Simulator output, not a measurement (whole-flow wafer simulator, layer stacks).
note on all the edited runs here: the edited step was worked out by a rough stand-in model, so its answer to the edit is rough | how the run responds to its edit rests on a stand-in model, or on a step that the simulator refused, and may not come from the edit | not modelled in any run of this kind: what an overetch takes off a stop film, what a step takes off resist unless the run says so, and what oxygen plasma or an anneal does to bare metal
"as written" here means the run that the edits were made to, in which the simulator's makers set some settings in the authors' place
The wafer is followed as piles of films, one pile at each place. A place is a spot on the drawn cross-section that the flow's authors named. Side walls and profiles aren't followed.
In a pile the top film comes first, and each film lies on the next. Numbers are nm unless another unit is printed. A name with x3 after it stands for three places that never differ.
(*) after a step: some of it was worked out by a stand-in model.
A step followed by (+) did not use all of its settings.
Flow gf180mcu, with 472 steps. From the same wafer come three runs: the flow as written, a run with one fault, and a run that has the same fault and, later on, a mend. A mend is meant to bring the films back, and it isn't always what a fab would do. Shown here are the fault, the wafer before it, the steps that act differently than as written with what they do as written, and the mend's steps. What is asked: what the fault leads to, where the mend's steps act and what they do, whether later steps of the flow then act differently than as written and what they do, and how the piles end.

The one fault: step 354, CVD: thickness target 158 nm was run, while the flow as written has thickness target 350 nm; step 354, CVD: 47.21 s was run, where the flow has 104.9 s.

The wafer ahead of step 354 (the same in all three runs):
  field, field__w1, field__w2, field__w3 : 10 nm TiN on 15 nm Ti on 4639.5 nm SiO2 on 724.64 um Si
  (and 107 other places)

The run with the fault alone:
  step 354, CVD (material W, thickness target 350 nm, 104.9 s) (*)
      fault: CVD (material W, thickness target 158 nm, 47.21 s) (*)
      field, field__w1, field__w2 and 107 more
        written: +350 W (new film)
        fault: +159.1 W (new film)
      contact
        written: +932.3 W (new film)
        fault: +741.4 W (new film)
  Steps later in the flow that act otherwise than as written:
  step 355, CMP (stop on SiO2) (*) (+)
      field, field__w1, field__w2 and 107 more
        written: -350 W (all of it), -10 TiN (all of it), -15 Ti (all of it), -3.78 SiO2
        fault: -159.1 W (all of it), -10 TiN (all of it), -15 Ti (all of it), -1.86 SiO2
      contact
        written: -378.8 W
        fault: -186 W
  When the end is reached, the piles differ only a little from the flow's at the places that both follow, at most by 2% or 0.5 nm, whichever is larger.

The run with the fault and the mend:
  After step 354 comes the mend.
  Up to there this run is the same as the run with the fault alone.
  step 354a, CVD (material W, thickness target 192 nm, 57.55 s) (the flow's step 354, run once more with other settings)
      field, field__w1, field__w2 and 108 more
        +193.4 W
  None of the later steps of the flow differs from how it acts as written, at any place that is followed, by more than 2% or 0.5 nm, whichever is larger.
  When the end is reached, the piles differ only a little from the flow's at the places that both follow, at most by 2% or 0.5 nm, whichever is larger.
